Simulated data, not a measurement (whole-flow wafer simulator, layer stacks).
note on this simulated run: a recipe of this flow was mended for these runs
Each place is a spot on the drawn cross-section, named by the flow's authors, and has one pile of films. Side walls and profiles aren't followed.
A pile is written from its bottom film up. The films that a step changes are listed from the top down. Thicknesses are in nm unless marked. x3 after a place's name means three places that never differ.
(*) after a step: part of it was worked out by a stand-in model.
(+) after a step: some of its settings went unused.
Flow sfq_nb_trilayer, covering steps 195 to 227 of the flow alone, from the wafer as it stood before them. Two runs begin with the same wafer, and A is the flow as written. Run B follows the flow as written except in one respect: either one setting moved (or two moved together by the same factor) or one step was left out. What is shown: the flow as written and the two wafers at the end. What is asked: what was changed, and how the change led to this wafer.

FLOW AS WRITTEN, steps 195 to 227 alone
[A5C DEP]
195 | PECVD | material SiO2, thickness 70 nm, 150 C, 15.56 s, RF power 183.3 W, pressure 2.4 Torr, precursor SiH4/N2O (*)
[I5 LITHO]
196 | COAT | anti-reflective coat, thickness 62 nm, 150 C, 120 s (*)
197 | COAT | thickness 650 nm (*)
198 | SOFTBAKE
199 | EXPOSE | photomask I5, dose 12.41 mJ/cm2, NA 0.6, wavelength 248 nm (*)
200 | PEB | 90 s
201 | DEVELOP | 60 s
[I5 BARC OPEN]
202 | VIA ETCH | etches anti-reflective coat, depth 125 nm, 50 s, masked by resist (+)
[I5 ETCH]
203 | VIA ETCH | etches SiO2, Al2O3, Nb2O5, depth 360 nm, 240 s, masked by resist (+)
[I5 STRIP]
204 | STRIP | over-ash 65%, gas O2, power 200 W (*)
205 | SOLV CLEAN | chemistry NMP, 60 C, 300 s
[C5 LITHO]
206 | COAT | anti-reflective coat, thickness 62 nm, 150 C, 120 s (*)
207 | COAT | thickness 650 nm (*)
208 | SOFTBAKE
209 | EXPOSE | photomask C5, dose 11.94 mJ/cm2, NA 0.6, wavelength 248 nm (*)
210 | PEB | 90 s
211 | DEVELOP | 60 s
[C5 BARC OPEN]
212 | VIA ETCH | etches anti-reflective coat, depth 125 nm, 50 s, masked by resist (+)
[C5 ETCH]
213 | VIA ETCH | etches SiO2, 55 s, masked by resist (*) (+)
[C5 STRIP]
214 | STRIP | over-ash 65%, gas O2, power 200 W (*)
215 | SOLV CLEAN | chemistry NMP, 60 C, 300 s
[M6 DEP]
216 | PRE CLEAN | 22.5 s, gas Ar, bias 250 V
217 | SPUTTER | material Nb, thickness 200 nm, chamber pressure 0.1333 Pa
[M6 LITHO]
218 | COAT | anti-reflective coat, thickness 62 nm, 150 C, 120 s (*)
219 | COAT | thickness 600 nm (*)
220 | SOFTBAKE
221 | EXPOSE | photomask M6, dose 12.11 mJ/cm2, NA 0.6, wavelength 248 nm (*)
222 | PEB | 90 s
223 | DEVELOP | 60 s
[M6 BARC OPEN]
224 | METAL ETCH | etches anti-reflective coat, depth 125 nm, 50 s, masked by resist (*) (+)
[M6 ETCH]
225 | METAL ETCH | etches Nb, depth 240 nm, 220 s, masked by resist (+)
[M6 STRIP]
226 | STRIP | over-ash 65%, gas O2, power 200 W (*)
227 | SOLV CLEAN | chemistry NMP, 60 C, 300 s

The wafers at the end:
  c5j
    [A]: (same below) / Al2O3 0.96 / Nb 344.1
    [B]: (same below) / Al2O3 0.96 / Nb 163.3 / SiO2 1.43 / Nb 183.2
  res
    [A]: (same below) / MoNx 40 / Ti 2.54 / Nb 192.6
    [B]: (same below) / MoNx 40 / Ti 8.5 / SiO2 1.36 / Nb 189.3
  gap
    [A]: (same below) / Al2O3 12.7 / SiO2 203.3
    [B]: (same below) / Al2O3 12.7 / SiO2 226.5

Cause: step 195, PECVD: thickness 93.19 nm was run, whereas the flow has thickness 70 nm; step 195, PECVD: 20.71 s was run, where the flow has 15.56 s.

Step by step, how the change led to this:
  195 | PECVD | material SiO2, thickness 70 nm, 150 C, 15.56 s, RF power 183.3 W, pressure 2.4 Torr, precursor SiH4/N2O (*)
      field_l, v_sur, via_wl and 92 more: A SiO2 gains 70 | B SiO2 gains 93.2
      ce_l, c5j, ce_r and 8 more: A SiO2 gains 70 (new film) | B SiO2 gains 93.2 (new film)
  196 | COAT | anti-reflective coat, thickness 62 nm, 150 C, 120 s (*)
      r5r_line_l, r5r_line_c, r5r_line_r: A anti-reflective coat gains 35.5 (new film) | B anti-reflective coat gains 36.4 (new film)
  203 | VIA ETCH | etches SiO2, Al2O3, Nb2O5, depth 360 nm, 240 s, masked by resist (+)
      be: A SiO2 loses 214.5 (all of it), Al2O3 loses 12.7 (all of it), Nb2O5 loses 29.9 (all of it), Nb loses 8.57 | B SiO2 loses 237.7 (all of it), Al2O3 loses 12.7 (all of it), Nb2O5 loses 29.9 (all of it), Nb loses 6.64
  204 | STRIP | over-ash 65%, gas O2, power 200 W (*)
      r5r_line_l, r5r_line_c, r5r_line_r: A KrF-resist-other-grade loses 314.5 (all of it), anti-reflective coat loses 35.5 (all of it) | B KrF-resist-other-grade loses 314.5 (all of it), anti-reflective coat loses 36.4 (all of it)
  206 | COAT | anti-reflective coat, thickness 62 nm, 150 C, 120 s (*)
      r5r_line_l, r5r_line_c, r5r_line_r: A anti-reflective coat gains 35.5 (new film) | B anti-reflective coat gains 36.4 (new film)
      be: A anti-reflective coat gains 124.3 (new film) | B anti-reflective coat gains 127.4 (new film)
  213 | VIA ETCH | etches SiO2, 55 s, masked by resist (*) (+)
      c5j: A SiO2 loses 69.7 (all of it), Nb loses 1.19 | B SiO2 loses 84
      res: A SiO2 loses 69.7 (all of it), Ti loses 1.43 | B SiO2 loses 84
  214 | STRIP | over-ash 65%, gas O2, power 200 W (*)
      r5r_line_l, r5r_line_c, r5r_line_r: A KrF-resist-other-grade loses 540 (all of it), anti-reflective coat loses 35.5 (all of it) | B KrF-resist-other-grade loses 540.1 (all of it), anti-reflective coat loses 36.4 (all of it)
      be: A KrF-resist-other-grade loses 705.8 (all of it), anti-reflective coat loses 124.3 (all of it) | B KrF-resist-other-grade loses 721.2 (all of it), anti-reflective coat loses 127.4 (all of it)
  216 | PRE CLEAN | 22.5 s, gas Ar, bias 250 V
      c5j: A Nb loses 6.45 | B SiO2 loses 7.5
      res: A Ti loses 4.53 | B SiO2 loses 7.5
  217 | SPUTTER | material Nb, thickness 200 nm, chamber pressure 0.1333 Pa
      c5j: A Nb gains 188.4 | B Nb gains 183.2 (new film)
      be: A Nb gains 145.8 | B Nb gains 141.1
  218 | COAT | anti-reflective coat, thickness 62 nm, 150 C, 120 s (*)
      be: A anti-reflective coat gains 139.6 (new film) | B anti-reflective coat gains 143.4 (new film)
      jj_sur: A anti-reflective coat gains 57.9 (new film) | B anti-reflective coat gains 55.3 (new film)
      (as well as at 7 more places)
  219 | COAT | thickness 600 nm (*)
      be: A KrF-resist-other-grade gains 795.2 (new film) | B KrF-resist-other-grade gains 820.3 (new film)
  226 | STRIP | over-ash 65%, gas O2, power 200 W (*)
      be: A KrF-resist-other-grade loses 559.4 (all of it), anti-reflective coat loses 139.6 (all of it) | B KrF-resist-other-grade loses 584.3 (all of it), anti-reflective coat loses 143.4 (all of it)
      jj_sur: A KrF-resist-other-grade loses 361.7 (all of it), anti-reflective coat loses 57.9 (all of it) | B KrF-resist-other-grade loses 363.6 (all of it), anti-reflective coat loses 55.3 (all of it)
      (as well as at 7 more places)
If metal films that touch count as one body, c5j has 4 bodies (between them, from the top down: SiO2 1.43; Al2O3 0.96; SiO2 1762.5); the flow as written gives 3 bodies (between them, from the top down: Al2O3 0.96; SiO2 1762.5).
If metal films that touch count as one body, res has 3 bodies (between them, from the top down: SiO2 1.36; SiO2 2090.9); the flow as written gives 2 bodies (between them, from the top down: SiO2 2090.9).
